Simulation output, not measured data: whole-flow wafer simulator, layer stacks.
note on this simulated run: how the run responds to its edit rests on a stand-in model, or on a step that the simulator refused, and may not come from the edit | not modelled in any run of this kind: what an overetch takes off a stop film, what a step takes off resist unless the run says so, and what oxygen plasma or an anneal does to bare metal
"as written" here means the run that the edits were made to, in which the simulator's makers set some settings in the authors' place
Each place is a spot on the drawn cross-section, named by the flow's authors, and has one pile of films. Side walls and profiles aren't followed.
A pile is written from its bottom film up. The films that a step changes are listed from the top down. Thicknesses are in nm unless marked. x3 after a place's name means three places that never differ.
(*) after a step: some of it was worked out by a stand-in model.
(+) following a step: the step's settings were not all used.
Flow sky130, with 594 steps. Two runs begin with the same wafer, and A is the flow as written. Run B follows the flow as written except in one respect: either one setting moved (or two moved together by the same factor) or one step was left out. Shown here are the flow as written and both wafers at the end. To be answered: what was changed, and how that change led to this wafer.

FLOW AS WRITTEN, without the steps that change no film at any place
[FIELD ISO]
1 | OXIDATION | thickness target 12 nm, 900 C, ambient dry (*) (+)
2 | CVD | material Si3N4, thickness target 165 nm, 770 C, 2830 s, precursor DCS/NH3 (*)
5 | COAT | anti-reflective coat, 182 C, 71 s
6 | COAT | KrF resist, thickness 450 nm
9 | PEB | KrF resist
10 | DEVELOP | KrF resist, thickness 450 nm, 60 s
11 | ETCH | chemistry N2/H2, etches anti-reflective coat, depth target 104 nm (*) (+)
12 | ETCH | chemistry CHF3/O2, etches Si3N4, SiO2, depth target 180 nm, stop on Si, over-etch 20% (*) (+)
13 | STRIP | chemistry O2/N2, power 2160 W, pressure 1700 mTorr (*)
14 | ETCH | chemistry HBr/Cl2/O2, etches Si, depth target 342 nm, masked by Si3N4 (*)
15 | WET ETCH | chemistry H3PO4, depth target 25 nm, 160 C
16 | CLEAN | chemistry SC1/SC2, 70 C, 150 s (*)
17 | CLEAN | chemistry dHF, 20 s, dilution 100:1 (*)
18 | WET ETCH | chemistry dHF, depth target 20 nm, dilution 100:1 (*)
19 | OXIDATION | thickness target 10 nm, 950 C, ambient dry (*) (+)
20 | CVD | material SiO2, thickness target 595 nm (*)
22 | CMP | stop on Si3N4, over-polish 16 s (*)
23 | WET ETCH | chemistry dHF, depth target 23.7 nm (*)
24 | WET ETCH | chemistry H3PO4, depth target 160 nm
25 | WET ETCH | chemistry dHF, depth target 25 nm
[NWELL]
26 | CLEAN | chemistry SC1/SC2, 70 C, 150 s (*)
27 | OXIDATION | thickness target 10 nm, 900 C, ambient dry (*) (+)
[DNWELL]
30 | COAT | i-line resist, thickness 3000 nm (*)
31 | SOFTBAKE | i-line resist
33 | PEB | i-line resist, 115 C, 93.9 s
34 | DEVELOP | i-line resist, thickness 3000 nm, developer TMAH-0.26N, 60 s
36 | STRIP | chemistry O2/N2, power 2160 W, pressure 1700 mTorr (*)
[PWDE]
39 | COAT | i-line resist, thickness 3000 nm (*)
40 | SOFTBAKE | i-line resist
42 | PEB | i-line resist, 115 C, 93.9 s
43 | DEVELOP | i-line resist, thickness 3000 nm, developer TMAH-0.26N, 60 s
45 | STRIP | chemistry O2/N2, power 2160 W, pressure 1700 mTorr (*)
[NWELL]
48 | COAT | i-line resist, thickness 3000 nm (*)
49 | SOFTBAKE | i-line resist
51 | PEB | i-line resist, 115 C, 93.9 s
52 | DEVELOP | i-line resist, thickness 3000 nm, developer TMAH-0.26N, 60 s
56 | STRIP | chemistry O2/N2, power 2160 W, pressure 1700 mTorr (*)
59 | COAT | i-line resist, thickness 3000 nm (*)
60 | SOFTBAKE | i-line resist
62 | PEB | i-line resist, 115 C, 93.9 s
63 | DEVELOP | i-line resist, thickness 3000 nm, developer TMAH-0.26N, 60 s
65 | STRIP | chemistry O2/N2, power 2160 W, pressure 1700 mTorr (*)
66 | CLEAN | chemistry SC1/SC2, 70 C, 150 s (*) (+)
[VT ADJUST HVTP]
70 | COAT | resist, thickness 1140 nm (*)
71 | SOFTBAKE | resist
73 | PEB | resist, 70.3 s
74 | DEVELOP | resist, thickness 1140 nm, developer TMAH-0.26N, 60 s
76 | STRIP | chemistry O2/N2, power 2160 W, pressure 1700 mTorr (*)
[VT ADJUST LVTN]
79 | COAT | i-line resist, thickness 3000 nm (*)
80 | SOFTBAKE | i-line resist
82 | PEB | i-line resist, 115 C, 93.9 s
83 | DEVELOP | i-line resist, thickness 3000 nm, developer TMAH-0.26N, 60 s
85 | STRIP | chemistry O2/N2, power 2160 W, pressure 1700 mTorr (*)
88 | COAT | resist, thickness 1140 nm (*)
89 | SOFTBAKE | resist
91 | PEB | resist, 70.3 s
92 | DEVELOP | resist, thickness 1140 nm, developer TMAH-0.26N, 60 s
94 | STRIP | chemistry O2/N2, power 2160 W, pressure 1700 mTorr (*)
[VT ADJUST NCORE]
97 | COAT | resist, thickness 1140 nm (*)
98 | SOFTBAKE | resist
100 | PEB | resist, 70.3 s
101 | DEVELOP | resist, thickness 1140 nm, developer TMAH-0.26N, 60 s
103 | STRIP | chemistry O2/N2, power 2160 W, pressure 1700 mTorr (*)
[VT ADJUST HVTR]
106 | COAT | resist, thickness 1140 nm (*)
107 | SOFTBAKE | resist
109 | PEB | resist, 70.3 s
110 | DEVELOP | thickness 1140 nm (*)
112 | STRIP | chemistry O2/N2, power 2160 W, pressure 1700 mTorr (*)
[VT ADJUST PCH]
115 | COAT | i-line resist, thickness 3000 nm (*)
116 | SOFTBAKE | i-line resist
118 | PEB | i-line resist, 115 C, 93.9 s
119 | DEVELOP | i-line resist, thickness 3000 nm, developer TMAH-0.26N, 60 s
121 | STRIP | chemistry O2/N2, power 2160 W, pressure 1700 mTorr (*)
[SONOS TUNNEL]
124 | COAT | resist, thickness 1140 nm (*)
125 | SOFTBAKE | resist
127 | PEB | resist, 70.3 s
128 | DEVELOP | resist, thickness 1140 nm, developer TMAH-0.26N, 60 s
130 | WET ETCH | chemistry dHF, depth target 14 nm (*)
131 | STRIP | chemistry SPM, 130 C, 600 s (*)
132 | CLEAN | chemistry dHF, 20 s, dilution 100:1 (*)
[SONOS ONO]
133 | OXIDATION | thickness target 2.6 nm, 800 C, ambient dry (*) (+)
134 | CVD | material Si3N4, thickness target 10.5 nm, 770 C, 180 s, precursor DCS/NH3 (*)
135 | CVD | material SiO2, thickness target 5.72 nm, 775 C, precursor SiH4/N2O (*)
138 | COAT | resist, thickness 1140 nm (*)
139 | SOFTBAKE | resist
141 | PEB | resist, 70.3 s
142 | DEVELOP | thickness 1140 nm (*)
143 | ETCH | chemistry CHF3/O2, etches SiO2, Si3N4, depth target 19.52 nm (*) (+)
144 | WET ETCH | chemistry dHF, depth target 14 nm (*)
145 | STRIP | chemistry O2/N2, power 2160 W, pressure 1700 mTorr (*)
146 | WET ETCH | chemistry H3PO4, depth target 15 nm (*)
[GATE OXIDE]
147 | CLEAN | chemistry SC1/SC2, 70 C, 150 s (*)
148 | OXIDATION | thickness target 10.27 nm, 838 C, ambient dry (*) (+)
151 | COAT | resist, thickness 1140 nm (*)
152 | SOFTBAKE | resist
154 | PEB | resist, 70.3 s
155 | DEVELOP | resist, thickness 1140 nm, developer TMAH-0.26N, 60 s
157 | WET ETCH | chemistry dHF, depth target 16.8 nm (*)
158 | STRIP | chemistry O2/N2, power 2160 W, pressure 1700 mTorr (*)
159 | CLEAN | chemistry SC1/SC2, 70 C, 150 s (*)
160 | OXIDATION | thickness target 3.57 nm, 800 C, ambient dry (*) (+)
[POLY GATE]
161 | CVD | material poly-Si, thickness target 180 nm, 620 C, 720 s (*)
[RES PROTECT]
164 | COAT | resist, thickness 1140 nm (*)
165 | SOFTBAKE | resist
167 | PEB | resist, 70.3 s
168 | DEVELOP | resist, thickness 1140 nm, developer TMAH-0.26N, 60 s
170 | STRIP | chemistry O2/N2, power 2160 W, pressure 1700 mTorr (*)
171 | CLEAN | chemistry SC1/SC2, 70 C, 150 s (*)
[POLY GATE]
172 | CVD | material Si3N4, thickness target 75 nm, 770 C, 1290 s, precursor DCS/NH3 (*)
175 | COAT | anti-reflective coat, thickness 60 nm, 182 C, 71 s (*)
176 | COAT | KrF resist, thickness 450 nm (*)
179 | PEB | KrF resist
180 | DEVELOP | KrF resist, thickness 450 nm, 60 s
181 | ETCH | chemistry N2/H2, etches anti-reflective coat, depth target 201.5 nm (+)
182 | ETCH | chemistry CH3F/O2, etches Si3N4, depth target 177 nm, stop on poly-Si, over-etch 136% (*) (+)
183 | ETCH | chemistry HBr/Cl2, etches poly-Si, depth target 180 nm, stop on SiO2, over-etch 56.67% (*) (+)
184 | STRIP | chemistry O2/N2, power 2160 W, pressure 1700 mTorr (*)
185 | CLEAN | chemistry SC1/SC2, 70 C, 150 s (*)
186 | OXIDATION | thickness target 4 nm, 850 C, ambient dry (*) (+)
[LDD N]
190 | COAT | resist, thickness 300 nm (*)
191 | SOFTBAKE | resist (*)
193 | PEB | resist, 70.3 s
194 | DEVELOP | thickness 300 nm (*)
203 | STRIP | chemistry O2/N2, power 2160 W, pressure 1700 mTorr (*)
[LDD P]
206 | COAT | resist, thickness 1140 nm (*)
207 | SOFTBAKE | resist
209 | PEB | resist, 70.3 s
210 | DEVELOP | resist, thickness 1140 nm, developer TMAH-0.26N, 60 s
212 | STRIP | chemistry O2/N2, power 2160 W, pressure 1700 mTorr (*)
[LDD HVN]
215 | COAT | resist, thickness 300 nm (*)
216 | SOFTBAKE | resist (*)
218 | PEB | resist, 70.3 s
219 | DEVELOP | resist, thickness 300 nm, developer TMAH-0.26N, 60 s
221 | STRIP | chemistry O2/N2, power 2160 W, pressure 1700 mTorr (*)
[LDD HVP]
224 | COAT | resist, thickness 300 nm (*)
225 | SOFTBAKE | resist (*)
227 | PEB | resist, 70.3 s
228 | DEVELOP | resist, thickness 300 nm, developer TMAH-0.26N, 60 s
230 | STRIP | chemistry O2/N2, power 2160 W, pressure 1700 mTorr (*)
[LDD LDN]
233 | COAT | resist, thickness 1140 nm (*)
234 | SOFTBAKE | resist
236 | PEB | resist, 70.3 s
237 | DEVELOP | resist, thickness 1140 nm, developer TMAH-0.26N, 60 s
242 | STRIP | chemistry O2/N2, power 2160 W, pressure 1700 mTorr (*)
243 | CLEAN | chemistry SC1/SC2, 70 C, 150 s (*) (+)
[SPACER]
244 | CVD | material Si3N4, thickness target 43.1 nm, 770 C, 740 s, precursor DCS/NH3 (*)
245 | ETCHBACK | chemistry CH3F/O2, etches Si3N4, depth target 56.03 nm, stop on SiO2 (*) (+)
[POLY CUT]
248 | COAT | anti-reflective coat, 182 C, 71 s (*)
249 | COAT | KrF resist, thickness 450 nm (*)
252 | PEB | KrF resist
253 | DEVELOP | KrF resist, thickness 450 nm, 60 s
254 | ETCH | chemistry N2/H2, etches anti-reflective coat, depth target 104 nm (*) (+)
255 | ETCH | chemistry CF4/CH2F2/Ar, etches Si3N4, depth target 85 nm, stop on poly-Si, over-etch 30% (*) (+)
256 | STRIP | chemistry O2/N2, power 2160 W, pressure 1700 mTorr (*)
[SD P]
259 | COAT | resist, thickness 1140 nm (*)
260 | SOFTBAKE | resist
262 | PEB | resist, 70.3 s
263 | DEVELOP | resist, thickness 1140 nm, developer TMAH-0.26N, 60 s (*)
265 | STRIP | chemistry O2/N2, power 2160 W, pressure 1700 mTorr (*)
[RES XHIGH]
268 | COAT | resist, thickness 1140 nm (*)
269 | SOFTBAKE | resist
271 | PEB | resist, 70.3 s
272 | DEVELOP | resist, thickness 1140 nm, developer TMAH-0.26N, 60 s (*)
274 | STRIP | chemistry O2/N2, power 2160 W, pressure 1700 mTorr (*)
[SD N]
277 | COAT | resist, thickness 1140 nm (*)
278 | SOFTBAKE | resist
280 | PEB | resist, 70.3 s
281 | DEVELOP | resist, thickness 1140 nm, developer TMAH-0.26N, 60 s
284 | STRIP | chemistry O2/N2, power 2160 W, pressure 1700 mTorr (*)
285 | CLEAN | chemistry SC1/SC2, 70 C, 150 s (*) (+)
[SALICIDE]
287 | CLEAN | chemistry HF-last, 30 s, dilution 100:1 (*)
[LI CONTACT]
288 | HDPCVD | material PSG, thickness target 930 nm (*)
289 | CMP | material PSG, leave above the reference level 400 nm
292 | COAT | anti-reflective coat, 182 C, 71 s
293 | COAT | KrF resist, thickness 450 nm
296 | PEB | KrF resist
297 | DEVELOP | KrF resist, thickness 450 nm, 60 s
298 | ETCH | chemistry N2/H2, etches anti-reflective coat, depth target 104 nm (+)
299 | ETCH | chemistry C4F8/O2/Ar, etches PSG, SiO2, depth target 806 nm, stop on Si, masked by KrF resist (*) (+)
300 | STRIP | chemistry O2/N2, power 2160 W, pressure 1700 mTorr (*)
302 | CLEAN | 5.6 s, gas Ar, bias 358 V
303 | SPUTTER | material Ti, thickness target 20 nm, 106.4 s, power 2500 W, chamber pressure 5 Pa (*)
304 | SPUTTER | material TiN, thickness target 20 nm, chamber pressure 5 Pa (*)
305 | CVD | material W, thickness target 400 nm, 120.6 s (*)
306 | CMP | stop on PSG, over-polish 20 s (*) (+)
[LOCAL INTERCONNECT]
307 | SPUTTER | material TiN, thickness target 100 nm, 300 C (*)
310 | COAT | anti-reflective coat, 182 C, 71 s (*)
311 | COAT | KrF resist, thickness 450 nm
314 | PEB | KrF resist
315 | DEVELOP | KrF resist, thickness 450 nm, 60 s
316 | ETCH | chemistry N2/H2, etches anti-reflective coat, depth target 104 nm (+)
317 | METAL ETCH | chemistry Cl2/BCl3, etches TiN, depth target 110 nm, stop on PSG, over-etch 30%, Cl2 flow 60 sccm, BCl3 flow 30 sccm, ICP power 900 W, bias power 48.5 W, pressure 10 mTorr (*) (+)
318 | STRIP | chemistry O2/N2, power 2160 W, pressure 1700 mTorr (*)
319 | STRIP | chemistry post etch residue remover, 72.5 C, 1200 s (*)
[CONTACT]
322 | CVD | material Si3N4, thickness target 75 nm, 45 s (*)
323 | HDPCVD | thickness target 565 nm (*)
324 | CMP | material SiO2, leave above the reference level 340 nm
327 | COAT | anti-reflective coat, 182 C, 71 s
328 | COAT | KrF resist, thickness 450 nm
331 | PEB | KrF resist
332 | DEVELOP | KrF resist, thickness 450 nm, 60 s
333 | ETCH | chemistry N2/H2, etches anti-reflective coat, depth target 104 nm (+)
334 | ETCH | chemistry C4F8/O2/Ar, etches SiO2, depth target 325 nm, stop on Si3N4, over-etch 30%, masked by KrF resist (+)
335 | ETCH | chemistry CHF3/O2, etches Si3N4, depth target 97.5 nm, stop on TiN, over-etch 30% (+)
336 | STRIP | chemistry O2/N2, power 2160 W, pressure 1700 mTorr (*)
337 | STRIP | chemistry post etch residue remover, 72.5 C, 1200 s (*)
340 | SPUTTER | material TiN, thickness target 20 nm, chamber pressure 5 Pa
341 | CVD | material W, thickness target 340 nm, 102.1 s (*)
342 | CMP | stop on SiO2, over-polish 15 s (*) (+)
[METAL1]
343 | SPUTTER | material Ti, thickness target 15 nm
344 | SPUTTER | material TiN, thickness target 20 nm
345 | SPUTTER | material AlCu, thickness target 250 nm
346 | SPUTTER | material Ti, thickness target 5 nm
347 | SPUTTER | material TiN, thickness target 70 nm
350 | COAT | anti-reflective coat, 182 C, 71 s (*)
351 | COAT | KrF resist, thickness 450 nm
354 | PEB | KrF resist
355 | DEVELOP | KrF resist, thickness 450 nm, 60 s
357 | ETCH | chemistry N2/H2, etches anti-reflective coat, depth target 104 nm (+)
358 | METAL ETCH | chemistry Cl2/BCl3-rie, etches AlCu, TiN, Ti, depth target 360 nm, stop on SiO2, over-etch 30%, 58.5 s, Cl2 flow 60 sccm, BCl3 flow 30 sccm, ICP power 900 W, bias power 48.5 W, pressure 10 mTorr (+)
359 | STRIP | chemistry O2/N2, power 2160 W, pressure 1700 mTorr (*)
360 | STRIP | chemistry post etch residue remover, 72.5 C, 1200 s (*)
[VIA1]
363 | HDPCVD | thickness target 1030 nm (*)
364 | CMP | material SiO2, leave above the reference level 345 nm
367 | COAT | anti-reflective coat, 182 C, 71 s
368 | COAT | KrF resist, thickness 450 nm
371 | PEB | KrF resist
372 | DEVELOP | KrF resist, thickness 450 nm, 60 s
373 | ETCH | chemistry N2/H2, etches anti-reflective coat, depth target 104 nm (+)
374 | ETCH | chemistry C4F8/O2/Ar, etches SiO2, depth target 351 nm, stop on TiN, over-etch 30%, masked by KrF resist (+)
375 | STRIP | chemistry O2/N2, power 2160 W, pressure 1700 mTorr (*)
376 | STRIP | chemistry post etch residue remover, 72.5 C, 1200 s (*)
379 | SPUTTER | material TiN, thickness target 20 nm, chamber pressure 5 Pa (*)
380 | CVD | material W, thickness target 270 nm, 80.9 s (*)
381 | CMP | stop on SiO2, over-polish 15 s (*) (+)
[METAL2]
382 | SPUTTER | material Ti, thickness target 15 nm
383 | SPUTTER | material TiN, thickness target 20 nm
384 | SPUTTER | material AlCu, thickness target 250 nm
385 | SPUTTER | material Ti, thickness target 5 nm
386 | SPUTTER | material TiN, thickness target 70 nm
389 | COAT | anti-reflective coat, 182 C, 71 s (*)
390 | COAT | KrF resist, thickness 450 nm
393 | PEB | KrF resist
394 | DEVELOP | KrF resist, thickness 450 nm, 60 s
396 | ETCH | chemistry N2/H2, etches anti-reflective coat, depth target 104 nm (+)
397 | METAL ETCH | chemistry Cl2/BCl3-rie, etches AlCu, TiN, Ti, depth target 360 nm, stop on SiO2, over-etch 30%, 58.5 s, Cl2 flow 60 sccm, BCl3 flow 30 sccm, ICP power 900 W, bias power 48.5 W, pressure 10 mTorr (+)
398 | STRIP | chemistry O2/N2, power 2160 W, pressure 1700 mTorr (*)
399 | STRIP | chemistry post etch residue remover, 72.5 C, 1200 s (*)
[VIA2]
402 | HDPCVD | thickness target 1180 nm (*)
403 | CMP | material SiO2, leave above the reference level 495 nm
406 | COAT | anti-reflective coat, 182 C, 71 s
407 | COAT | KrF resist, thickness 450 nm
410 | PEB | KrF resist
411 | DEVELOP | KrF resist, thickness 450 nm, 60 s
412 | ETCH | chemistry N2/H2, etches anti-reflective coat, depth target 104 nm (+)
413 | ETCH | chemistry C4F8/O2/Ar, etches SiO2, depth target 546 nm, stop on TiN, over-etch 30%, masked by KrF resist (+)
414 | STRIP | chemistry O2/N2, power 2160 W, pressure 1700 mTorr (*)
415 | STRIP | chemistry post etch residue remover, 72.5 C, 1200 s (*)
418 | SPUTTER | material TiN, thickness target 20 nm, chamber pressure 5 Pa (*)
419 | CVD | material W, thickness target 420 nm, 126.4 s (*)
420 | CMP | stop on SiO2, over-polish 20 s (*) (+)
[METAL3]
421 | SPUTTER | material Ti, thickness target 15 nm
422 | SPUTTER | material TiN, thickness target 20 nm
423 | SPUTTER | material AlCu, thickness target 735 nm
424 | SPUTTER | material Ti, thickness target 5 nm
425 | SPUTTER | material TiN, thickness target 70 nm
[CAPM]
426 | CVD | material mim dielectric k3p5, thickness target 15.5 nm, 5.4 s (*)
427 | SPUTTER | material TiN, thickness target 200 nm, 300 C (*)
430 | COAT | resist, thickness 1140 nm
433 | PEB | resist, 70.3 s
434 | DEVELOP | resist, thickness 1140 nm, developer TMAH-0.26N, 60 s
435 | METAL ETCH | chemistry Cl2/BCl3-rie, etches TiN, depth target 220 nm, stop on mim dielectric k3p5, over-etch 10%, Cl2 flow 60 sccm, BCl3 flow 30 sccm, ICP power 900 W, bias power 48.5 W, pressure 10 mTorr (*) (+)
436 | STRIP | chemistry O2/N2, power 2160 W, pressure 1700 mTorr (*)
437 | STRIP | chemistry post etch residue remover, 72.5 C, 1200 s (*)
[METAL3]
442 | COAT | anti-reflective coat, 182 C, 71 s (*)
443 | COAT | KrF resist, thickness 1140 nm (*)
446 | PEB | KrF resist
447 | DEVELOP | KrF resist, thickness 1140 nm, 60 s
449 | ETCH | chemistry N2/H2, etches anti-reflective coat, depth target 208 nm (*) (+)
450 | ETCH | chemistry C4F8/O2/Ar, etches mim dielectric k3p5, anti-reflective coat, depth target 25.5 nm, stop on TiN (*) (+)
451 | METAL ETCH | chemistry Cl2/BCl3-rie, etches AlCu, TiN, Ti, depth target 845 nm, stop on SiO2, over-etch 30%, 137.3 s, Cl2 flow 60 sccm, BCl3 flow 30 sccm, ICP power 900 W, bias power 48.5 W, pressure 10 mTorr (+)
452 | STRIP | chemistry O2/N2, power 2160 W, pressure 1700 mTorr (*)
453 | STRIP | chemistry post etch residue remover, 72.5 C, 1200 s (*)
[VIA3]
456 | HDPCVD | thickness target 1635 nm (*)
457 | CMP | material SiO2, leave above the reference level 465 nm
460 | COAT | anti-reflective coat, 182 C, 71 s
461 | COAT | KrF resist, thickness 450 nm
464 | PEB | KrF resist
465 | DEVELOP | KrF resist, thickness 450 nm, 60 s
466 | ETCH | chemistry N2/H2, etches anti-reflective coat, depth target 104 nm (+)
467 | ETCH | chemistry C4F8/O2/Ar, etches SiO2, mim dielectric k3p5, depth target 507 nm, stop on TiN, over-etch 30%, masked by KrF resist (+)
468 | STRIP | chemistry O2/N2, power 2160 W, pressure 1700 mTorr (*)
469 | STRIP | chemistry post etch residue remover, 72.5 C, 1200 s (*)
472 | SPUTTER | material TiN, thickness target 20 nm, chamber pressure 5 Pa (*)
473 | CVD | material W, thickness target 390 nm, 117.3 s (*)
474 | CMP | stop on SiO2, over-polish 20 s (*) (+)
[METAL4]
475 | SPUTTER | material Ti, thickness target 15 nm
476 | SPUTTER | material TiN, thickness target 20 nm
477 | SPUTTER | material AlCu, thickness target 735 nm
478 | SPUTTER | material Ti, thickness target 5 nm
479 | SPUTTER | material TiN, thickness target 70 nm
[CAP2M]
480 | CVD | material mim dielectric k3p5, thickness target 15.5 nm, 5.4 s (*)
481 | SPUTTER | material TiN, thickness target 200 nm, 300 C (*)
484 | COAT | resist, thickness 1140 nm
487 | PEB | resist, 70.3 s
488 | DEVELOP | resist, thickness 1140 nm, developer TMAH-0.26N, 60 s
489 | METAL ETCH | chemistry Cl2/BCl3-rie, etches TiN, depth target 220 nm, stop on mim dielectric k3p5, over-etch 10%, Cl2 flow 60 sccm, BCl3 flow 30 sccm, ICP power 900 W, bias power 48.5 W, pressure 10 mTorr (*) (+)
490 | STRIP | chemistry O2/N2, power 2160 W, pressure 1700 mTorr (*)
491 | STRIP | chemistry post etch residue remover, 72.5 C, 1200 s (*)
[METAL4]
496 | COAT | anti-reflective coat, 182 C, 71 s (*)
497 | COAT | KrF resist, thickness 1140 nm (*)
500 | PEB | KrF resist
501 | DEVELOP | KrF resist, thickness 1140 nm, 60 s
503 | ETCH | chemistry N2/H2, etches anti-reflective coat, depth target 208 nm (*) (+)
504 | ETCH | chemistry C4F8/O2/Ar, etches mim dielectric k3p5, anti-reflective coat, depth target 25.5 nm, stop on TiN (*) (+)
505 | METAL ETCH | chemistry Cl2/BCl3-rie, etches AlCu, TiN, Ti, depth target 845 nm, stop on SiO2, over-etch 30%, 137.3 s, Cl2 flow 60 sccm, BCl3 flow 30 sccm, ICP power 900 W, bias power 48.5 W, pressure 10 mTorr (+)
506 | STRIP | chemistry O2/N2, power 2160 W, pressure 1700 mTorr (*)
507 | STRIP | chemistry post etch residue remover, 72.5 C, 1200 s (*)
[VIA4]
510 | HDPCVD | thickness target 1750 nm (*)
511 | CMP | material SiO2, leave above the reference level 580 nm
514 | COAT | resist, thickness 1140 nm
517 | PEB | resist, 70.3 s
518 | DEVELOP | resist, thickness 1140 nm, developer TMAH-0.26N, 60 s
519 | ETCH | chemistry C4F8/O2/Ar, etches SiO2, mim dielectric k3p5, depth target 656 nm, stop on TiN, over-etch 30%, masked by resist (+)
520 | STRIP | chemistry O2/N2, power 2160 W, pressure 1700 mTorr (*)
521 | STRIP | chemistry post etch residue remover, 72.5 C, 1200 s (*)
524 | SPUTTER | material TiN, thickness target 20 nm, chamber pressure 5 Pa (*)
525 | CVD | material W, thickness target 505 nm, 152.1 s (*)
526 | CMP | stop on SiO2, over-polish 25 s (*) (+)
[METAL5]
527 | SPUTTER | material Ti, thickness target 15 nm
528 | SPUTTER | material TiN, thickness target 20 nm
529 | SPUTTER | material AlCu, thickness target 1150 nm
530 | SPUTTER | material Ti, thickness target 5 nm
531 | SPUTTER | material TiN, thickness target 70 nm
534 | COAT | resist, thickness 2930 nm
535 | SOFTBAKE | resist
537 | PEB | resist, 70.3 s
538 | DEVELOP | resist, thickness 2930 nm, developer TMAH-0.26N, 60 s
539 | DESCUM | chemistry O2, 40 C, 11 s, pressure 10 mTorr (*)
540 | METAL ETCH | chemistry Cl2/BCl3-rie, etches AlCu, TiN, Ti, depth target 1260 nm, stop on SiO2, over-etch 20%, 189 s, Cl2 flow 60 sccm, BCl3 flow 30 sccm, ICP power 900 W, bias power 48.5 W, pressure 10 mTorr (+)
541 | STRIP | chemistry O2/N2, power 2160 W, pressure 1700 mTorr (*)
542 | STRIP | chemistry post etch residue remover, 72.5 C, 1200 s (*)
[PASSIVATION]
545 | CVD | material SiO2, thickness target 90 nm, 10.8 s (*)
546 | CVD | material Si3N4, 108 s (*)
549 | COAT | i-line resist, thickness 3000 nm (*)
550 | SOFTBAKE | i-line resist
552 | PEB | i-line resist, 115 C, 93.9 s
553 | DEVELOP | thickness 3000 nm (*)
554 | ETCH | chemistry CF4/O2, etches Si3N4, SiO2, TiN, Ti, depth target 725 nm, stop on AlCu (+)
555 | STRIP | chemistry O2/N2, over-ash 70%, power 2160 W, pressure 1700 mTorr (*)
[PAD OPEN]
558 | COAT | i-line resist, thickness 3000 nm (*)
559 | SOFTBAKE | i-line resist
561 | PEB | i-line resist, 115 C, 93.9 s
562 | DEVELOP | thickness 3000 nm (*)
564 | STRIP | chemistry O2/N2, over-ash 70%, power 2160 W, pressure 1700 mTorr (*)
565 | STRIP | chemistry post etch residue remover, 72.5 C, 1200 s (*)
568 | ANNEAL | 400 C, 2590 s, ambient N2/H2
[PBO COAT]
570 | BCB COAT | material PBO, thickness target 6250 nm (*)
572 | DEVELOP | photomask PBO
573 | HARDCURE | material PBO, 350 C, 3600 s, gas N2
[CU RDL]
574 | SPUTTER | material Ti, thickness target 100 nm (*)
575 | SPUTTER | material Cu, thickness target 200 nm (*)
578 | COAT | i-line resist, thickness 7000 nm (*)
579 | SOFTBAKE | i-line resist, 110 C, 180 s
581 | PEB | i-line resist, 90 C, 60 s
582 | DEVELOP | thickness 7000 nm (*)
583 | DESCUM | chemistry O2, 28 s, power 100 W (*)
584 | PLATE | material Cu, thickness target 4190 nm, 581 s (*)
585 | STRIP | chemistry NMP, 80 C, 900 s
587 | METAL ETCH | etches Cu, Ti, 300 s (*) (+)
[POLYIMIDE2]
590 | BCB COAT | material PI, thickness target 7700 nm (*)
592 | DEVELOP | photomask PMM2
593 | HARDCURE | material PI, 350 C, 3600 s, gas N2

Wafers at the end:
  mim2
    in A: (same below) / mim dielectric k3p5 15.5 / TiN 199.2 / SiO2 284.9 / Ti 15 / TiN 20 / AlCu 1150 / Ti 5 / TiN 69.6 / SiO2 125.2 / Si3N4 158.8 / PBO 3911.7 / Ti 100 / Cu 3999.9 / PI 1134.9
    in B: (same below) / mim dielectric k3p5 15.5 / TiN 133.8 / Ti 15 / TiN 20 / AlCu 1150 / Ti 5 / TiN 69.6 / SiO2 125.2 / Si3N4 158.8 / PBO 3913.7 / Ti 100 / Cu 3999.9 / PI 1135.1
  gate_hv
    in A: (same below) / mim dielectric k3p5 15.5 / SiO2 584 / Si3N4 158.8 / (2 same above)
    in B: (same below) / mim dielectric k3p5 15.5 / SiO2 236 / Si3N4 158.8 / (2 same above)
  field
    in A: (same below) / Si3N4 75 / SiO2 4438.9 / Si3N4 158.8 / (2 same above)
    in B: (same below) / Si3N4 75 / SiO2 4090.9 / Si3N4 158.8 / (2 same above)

The reason: step 511, CMP: leave above the reference level 232 nm was run, while the flow as written has leave above the reference level 580 nm.

How this came from the change, step by step:
  511 | CMP | material SiO2, leave above the reference level 580 nm
      mim2: A -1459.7 SiO2 | B -1750 SiO2 (all of it), -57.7 TiN
      n_well, p_well, gate_hv and 99 more: A -1260.5 SiO2 | B -1608.5 SiO2
      (as well as at 90 more places)
  519 | ETCH | chemistry C4F8/O2/Ar, etches SiO2, mim dielectric k3p5, depth target 656 nm, stop on TiN, over-etch 30%, masked by resist (+)
      field, active, n_well and 188 more: A -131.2 resist | B -41 resist
      m1: A -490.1 SiO2 (all of it), -15.5 mim dielectric k3p5 (all of it) | B -142.1 SiO2 (all of it), -15.5 mim dielectric k3p5 (all of it)
      (as well as at 1 more place)
  520 | STRIP | chemistry O2/N2, power 2160 W, pressure 1700 mTorr (*)
      field, active, n_well and 188 more: A -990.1 resist (all of it) | B -1080.3 resist (all of it)
  524 | SPUTTER | material TiN, thickness target 20 nm, chamber pressure 5 Pa (*)
      mim2: A +20 TiN (new film) | B +20 TiN
      m1, via4_hole: A +15.3 TiN | B +18.2 TiN
  525 | CVD | material W, thickness target 505 nm, 152.1 s (*)
      m1: A +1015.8 W (new film) | B +505 W (new film)
      via4_hole: A +1015.2 W (new film) | B +505 W (new film)
  526 | CMP | stop on SiO2, over-polish 25 s (*) (+)
      mim2: A -505 W (all of it), -20 TiN (all of it), -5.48 SiO2 | B -505 W (all of it), -27.3 TiN
      m1: A -532.7 W | B -372.8 W
      (as well as at 1 more place)
Taking metal films that touch as one body, mim2 has 7 bodies (between them, from the top down: PBO 3913.7 / Si3N4 158.8 / SiO2 125.2; mim dielectric k3p5 15.5; SiO2 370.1 / mim dielectric k3p5 15.5; SiO2 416; SiO2 267.2; SiO2 261.8 / Si3N4 75); the flow as written gives 8 bodies (between them, from the top down: PBO 3911.7 / Si3N4 158.8 / SiO2 125.2; SiO2 284.9; mim dielectric k3p5 15.5; SiO2 370.1 / mim dielectric k3p5 15.5; SiO2 416; SiO2 267.2; SiO2 261.8 / Si3N4 75).
